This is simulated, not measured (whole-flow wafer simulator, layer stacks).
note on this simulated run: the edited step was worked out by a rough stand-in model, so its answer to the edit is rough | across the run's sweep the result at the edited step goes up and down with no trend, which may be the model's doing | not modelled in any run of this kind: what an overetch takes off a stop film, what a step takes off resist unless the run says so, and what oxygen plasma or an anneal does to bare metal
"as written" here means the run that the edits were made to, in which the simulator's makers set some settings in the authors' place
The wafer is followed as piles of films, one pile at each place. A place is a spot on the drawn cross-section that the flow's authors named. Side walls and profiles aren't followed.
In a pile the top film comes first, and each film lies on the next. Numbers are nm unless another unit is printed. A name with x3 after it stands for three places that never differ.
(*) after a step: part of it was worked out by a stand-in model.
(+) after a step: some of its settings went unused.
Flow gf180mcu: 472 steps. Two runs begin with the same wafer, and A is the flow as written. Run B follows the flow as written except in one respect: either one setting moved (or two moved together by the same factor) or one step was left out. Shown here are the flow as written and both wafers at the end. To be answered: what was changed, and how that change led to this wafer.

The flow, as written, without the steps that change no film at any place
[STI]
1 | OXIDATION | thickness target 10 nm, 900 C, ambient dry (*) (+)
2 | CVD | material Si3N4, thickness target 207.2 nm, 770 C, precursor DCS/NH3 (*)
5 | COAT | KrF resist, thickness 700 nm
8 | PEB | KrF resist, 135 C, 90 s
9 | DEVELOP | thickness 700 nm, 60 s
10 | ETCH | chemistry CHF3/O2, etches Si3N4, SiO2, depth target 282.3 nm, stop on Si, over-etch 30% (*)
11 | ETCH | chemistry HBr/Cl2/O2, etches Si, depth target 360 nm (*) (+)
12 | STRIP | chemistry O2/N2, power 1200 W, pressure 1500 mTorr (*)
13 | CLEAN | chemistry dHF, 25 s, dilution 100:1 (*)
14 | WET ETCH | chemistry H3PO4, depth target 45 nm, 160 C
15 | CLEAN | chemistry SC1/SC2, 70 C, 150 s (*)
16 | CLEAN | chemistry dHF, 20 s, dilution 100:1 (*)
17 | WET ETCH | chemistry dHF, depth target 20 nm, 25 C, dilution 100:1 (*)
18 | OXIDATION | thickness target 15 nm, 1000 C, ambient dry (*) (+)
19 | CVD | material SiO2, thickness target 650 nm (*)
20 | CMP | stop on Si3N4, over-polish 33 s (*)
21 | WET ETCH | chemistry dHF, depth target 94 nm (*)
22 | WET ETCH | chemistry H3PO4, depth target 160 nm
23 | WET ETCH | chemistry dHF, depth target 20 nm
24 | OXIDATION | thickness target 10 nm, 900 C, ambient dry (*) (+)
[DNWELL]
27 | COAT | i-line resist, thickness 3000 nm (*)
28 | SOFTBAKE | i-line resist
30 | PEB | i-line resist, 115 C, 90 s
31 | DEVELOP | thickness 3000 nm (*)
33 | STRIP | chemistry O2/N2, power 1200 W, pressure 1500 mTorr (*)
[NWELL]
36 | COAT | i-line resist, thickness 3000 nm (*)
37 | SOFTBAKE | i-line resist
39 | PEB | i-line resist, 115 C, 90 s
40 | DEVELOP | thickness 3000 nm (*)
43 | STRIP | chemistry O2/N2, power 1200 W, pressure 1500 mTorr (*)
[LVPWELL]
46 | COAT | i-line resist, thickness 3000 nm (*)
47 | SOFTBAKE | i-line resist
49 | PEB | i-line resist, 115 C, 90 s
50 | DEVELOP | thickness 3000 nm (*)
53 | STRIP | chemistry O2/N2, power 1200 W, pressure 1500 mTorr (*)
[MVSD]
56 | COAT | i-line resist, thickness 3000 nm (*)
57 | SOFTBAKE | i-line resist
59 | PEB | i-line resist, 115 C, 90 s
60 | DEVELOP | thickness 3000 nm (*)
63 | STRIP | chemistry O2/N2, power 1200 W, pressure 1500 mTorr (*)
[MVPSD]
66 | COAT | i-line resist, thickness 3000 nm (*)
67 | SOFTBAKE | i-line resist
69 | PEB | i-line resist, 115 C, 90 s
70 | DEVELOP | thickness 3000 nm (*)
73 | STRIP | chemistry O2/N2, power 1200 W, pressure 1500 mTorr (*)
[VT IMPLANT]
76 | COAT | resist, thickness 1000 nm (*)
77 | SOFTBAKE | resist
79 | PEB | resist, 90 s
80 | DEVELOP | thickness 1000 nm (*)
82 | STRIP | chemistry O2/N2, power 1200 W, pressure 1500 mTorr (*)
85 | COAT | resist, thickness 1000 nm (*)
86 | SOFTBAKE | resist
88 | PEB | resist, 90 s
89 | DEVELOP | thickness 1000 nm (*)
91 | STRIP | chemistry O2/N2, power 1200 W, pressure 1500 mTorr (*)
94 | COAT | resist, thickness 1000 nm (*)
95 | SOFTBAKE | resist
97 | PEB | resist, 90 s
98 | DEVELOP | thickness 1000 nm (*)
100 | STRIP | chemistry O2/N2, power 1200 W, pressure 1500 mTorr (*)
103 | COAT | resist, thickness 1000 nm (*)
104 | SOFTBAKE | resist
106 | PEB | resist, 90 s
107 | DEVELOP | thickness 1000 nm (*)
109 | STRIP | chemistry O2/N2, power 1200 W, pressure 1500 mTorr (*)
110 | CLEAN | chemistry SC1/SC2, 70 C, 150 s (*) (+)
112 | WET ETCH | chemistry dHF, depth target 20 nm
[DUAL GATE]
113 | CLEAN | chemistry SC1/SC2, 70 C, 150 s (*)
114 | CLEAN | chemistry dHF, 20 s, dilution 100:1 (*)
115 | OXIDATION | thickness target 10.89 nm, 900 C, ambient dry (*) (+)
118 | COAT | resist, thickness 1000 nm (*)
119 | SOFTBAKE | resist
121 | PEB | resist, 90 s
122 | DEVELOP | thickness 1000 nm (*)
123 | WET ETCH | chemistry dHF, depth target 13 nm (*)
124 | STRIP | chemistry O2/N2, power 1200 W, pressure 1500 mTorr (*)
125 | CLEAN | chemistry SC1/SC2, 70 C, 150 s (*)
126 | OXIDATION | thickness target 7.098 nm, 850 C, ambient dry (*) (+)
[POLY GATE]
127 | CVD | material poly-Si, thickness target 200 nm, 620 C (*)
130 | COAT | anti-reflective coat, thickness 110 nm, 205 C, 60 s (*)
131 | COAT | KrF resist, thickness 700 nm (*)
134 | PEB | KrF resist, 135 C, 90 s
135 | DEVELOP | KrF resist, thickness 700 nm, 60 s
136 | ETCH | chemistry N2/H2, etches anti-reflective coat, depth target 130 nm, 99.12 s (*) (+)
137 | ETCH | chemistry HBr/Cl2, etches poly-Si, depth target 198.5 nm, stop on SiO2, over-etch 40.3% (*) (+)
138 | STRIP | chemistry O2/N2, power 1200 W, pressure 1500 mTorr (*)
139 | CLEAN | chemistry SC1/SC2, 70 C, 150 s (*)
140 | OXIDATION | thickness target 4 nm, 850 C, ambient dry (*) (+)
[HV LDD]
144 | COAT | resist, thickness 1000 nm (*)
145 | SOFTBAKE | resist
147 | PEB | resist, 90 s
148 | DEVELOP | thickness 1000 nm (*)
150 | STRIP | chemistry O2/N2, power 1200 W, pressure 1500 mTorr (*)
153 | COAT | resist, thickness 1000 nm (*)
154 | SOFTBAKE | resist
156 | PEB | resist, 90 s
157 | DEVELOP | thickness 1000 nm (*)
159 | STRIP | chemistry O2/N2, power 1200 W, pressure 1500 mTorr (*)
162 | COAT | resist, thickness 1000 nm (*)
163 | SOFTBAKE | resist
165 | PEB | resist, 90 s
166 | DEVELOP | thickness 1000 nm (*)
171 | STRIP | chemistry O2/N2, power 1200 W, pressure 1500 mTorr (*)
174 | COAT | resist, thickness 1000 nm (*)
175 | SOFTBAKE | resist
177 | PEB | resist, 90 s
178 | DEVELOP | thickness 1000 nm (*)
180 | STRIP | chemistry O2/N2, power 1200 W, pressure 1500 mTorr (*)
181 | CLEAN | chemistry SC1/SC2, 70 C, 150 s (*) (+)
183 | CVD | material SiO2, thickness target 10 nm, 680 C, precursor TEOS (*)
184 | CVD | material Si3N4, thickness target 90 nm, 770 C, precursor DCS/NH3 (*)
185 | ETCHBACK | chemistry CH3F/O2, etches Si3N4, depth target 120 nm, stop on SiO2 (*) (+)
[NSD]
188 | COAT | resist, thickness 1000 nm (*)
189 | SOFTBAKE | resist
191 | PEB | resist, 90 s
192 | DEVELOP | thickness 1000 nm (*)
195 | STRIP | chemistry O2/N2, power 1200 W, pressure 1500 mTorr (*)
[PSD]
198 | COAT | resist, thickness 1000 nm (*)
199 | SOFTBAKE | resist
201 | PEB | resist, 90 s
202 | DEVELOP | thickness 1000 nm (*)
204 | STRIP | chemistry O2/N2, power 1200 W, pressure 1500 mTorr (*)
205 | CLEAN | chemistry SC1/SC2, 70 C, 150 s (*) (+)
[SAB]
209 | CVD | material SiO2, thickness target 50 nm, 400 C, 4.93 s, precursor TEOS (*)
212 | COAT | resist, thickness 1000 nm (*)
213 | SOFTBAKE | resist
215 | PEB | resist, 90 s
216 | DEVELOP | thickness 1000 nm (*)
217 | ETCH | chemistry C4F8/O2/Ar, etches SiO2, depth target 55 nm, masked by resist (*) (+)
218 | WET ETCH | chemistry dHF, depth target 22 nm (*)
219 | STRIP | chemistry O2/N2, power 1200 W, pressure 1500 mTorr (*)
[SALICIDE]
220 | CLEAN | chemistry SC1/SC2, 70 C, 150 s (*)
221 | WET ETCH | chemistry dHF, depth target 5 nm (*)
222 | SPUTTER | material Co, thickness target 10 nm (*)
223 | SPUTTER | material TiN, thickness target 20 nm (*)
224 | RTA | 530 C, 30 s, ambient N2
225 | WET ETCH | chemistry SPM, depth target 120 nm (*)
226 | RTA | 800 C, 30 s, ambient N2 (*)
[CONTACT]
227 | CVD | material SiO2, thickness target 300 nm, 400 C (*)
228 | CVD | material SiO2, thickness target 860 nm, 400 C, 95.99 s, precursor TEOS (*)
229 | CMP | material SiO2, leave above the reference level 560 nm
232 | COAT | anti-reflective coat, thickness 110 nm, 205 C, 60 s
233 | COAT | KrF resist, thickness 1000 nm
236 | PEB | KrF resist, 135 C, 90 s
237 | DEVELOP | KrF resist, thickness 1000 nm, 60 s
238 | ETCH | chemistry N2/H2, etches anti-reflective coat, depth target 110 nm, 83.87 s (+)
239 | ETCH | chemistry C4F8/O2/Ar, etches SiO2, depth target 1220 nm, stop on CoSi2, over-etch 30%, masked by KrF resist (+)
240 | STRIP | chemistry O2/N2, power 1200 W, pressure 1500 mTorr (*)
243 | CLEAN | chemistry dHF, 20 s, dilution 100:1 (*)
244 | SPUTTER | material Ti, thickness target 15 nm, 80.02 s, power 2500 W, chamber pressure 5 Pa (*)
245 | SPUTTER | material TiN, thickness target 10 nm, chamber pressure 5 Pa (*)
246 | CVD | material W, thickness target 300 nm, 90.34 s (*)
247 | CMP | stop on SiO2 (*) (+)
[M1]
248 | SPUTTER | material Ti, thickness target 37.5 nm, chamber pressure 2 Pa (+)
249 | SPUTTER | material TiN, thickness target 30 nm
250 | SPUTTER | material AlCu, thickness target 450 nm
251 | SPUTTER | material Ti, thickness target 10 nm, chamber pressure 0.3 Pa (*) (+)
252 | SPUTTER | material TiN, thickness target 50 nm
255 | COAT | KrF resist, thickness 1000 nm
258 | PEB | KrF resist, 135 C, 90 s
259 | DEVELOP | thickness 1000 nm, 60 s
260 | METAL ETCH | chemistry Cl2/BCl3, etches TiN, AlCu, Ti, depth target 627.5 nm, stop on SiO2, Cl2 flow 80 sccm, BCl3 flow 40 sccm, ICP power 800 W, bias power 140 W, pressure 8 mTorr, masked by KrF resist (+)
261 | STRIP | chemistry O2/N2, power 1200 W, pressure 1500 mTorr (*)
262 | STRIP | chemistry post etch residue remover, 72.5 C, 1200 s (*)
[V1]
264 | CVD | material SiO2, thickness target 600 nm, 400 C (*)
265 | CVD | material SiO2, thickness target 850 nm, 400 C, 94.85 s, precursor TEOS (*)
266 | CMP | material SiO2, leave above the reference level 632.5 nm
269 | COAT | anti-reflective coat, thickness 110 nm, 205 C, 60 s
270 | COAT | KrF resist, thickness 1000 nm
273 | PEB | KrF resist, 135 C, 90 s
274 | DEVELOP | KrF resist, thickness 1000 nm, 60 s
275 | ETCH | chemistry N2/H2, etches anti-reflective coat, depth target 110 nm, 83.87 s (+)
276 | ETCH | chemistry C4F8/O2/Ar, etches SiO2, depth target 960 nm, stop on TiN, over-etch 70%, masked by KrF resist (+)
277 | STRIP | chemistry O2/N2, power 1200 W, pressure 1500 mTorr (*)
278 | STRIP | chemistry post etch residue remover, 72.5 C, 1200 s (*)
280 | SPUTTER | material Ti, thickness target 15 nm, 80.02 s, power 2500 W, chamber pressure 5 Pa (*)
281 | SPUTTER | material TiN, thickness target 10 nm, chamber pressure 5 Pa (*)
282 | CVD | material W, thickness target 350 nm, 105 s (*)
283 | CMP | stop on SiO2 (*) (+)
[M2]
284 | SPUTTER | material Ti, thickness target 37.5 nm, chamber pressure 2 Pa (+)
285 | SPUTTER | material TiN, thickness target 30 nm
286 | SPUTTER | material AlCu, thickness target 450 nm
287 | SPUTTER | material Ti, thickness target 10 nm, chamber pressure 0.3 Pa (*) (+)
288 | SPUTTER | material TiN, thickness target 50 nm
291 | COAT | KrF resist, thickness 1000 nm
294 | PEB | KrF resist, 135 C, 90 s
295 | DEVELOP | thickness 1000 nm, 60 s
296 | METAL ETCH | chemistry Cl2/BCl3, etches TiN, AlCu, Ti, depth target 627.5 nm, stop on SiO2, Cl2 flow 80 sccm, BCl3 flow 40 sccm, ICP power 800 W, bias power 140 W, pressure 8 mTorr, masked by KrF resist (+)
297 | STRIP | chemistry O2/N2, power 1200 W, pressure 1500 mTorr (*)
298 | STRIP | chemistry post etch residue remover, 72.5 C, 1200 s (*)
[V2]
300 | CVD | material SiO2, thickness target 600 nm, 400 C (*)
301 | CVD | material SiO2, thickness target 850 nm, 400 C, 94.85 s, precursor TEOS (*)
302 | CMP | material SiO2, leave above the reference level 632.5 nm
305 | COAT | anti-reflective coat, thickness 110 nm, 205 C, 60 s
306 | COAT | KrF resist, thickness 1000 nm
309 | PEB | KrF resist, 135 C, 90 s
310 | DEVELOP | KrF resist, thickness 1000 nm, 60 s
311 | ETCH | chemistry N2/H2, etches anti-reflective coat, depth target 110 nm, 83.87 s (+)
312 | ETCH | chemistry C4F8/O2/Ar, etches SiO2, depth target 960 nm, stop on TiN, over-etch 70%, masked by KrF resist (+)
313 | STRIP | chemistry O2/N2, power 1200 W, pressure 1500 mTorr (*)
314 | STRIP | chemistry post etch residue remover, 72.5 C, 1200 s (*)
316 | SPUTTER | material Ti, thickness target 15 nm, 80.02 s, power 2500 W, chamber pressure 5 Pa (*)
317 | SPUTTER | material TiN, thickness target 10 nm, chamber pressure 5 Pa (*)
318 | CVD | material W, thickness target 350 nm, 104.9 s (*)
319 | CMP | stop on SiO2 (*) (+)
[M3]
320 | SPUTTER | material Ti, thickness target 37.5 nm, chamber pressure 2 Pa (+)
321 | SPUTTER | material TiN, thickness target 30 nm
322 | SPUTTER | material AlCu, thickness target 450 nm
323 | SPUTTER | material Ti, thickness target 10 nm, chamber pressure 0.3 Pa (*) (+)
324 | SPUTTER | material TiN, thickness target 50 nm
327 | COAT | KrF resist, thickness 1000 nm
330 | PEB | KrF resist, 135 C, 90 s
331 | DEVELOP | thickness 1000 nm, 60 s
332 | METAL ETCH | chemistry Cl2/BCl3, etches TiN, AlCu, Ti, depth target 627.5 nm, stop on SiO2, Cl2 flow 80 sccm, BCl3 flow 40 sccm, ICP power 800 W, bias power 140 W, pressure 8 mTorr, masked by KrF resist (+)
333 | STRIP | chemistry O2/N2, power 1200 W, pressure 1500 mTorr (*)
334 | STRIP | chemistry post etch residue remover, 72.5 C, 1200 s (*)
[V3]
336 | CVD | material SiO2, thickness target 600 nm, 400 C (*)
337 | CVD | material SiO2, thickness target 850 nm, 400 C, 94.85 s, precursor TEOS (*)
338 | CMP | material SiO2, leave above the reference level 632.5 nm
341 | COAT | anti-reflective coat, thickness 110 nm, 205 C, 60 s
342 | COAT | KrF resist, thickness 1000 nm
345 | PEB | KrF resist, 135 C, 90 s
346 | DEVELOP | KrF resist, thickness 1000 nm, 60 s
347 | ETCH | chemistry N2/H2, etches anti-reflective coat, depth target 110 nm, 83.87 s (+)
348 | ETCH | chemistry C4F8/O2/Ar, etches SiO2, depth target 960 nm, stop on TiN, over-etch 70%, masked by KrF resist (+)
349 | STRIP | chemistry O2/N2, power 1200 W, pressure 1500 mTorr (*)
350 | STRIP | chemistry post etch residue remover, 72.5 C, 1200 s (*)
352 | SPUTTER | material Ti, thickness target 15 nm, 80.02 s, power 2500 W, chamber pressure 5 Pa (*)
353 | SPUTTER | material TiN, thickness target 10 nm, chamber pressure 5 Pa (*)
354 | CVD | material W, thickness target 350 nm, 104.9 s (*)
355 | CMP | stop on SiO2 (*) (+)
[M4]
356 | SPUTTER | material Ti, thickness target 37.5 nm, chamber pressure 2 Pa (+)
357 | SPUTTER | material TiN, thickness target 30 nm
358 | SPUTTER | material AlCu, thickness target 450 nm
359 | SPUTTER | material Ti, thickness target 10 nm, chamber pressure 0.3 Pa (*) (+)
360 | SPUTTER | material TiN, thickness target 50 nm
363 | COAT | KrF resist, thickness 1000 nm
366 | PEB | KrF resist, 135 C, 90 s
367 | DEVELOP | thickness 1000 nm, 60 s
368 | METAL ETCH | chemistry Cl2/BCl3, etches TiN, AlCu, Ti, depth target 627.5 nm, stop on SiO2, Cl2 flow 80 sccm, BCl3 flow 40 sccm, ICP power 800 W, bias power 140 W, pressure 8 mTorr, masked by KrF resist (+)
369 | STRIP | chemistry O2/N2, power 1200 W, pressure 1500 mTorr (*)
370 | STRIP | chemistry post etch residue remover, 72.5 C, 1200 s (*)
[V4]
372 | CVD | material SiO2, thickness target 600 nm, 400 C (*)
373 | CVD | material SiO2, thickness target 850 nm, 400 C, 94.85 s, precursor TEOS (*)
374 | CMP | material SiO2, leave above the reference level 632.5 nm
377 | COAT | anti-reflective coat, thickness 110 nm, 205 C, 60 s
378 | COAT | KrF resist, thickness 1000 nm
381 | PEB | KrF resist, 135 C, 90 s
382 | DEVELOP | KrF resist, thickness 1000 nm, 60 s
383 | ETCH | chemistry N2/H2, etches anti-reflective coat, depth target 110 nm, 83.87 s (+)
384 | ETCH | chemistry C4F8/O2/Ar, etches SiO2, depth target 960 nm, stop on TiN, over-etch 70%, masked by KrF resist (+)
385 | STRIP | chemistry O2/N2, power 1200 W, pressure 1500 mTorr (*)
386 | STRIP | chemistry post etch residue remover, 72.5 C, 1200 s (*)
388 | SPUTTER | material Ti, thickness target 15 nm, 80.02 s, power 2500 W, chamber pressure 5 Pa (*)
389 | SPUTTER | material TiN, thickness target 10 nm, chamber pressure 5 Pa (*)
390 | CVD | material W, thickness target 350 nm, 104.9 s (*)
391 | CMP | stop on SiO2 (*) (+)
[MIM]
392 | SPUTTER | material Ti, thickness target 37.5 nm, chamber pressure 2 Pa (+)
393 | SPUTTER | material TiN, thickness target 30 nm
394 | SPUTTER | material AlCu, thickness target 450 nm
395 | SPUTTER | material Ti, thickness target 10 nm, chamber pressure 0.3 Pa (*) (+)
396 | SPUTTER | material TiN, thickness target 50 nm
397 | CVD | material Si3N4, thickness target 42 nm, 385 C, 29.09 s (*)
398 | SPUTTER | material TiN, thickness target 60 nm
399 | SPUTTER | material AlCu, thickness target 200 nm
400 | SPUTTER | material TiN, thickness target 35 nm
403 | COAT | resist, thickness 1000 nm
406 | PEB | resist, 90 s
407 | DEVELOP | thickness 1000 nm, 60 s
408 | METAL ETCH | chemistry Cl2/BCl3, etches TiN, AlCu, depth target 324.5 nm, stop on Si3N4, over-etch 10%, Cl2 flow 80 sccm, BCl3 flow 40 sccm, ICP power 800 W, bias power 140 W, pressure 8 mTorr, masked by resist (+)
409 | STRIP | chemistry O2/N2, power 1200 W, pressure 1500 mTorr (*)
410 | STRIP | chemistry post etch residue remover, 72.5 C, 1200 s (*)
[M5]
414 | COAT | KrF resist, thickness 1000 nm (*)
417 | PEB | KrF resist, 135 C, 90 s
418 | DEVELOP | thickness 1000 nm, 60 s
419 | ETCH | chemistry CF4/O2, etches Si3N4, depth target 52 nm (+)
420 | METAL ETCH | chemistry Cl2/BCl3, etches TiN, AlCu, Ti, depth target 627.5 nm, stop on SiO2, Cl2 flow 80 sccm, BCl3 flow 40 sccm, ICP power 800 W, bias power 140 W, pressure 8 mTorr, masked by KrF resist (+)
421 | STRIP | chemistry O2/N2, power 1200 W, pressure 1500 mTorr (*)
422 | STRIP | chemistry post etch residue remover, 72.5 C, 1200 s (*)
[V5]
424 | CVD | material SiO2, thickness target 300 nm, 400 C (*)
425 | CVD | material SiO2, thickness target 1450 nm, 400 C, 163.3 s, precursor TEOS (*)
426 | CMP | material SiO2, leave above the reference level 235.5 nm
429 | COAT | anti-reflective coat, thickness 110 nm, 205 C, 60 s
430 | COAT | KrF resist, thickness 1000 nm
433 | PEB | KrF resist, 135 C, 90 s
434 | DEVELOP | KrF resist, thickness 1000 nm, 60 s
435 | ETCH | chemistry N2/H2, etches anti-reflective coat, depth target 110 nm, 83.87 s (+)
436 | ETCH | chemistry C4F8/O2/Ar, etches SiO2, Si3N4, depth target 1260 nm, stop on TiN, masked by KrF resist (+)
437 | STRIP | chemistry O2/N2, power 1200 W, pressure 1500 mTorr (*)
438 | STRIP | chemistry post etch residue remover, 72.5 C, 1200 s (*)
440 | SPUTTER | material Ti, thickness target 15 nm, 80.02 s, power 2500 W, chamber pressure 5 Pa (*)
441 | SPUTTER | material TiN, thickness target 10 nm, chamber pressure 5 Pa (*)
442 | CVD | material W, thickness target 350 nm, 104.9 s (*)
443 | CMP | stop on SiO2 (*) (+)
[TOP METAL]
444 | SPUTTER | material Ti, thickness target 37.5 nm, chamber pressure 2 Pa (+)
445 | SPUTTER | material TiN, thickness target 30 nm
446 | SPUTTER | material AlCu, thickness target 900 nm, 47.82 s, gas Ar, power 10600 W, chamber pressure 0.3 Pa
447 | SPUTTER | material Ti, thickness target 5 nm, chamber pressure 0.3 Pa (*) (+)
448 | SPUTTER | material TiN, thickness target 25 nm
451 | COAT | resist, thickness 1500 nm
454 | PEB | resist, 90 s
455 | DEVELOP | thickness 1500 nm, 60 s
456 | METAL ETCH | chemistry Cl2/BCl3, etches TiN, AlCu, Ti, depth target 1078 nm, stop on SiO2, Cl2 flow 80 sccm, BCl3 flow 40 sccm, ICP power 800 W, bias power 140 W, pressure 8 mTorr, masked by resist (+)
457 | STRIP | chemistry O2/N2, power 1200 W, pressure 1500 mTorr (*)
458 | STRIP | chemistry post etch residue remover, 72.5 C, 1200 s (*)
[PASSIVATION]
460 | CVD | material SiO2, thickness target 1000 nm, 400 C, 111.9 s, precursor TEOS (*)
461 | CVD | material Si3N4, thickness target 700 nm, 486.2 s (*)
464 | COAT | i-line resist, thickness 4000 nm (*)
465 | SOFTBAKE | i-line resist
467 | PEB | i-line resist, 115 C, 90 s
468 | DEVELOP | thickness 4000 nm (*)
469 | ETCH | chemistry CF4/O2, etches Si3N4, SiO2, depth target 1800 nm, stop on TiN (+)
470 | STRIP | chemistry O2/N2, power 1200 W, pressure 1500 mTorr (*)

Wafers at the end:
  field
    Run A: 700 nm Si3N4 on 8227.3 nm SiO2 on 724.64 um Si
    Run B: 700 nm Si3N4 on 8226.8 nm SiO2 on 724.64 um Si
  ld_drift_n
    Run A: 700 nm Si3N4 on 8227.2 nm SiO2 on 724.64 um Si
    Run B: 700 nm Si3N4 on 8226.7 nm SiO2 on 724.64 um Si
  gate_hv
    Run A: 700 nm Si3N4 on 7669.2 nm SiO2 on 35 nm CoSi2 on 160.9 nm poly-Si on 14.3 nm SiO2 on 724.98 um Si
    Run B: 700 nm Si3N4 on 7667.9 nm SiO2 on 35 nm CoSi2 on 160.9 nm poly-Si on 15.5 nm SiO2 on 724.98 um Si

The reason: step 126, OXIDATION: thickness target 8.518 nm was run, whereas the flow has thickness target 7.098 nm.

How this came from the change, step by step:
  126 | OXIDATION | thickness target 7.098 nm, 850 C, ambient dry (*) (+)
      gate_hv, active_hv, active_nat and 25 more: A +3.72 SiO2, -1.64 Si | B +4.93 SiO2, -2.17 Si
      active, n_well, p_well and 12 more: A +7.1 SiO2 (new film), -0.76 chemical SiO2 (all of it), -2.79 Si | B +8.52 SiO2 (new film), -0.76 chemical SiO2 (all of it), -3.41 Si
  189 | SOFTBAKE | resist
      nw_enc_fld_lv__w3: A +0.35 resist | B -0.5 resist
  199 | SOFTBAKE | resist
      nw_enc_fld_lv__w3: A +0.35 resist | B -0.5 resist
  218 | WET ETCH | chemistry dHF, depth target 22 nm (*)
      active, p_well, sd_n, iso_ptap_pw, iso_ntap_nw, iso_ptap_sub, vpnp_e: A -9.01 SiO2 (all of it) | B -10.3 SiO2 (all of it)
      ldn_tap, ldn_src, ldn_drn, ldp_tap, ldp_src, ldp_drn, ldp_gr: A -16 SiO2 (all of it) | B -17.1 SiO2 (all of it)
      (and at 9 other places as well)
